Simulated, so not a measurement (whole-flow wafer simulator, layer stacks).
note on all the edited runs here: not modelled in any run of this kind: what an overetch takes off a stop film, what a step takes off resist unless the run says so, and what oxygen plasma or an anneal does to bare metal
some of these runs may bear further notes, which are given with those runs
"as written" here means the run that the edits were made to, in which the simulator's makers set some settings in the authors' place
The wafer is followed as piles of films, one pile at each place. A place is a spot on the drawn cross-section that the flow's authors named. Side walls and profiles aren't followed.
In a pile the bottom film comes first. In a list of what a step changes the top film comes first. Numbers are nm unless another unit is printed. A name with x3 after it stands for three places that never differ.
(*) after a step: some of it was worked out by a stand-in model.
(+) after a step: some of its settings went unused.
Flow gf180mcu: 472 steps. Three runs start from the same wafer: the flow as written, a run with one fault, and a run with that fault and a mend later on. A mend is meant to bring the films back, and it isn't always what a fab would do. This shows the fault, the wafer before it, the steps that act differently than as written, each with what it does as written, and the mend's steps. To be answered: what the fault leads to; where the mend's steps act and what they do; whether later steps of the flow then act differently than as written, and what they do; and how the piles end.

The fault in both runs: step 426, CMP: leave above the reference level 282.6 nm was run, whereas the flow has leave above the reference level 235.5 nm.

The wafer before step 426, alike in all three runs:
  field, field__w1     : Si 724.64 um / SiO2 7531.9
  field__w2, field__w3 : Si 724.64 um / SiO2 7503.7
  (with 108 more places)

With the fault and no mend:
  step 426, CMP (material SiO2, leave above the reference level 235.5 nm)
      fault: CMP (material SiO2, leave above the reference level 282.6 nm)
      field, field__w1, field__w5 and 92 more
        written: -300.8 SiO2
        fault: -253.7 SiO2
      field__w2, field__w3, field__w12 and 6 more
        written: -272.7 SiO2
        fault: -225.6 SiO2
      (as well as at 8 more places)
  Later steps of the flow acting differently than as written (not shown: 2 more steps that differ only slightly, by at most 2% or 0.5 nm, whichever is larger):
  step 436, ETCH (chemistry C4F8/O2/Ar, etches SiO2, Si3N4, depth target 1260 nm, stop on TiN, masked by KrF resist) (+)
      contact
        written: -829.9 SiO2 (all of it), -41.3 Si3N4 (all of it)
        fault: -877 SiO2 (all of it), -41.3 Si3N4 (all of it)
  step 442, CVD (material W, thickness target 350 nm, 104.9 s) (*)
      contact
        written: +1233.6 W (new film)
        fault: +1281 W (new film)
  At field__w4, field__w8, contact, m1, m1__w1, mim, mim_1p0, m1_nw, the piles at the end differ from the flow's by more than 2% or 0.5 nm, whichever is larger.
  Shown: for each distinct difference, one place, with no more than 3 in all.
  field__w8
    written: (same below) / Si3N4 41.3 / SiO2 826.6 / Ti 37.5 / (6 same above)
    fault: (same below) / Si3N4 41.3 / SiO2 873.7 / Ti 37.5 / (6 same above)
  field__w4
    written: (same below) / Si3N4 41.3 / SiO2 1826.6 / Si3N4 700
    fault: (same below) / Si3N4 41.3 / SiO2 1873.7 / Si3N4 700
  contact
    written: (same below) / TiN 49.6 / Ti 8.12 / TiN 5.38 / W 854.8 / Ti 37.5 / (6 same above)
    fault: (same below) / TiN 49.6 / Ti 7.9 / TiN 5.24 / W 902.3 / Ti 37.5 / (6 same above)

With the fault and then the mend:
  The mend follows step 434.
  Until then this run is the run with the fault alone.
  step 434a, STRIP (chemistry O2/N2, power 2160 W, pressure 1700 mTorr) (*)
      field, field__w1, field__w2 and 108 more
        -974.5 KrF resist (all of it), -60 anti-reflective coat (all of it)
      contact
        -60 anti-reflective coat (all of it)
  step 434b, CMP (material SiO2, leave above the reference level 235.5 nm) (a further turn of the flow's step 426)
      field, field__w1, field__w2 and 109 more
        -47.1 SiO2
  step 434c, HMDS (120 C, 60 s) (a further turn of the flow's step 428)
      leaves every film unchanged at each place that is followed
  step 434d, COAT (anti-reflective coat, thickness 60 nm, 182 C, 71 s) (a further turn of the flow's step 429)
      field, field__w1, field__w2 and 109 more
        +60 anti-reflective coat (new film)
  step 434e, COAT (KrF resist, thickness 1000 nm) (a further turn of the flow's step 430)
      field, field__w1, field__w2 and 109 more
        +1000 KrF resist (new film)
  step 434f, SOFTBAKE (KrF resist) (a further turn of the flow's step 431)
      leaves every film unchanged at each place that is followed
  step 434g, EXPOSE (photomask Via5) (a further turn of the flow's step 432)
      leaves every film unchanged at each place that is followed
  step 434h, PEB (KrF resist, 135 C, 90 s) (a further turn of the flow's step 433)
      field, field__w1, field__w2 and 109 more
        -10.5 KrF resist
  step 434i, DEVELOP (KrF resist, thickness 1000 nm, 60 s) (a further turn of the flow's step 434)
      field, field__w1, field__w2 and 108 more
        -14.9 KrF resist
      contact
        -989.5 KrF resist (all of it)
  None of the later steps of the flow acts differently than as written at any place that is followed.
  By the end, the piles equal the flow's at every place that both follow.
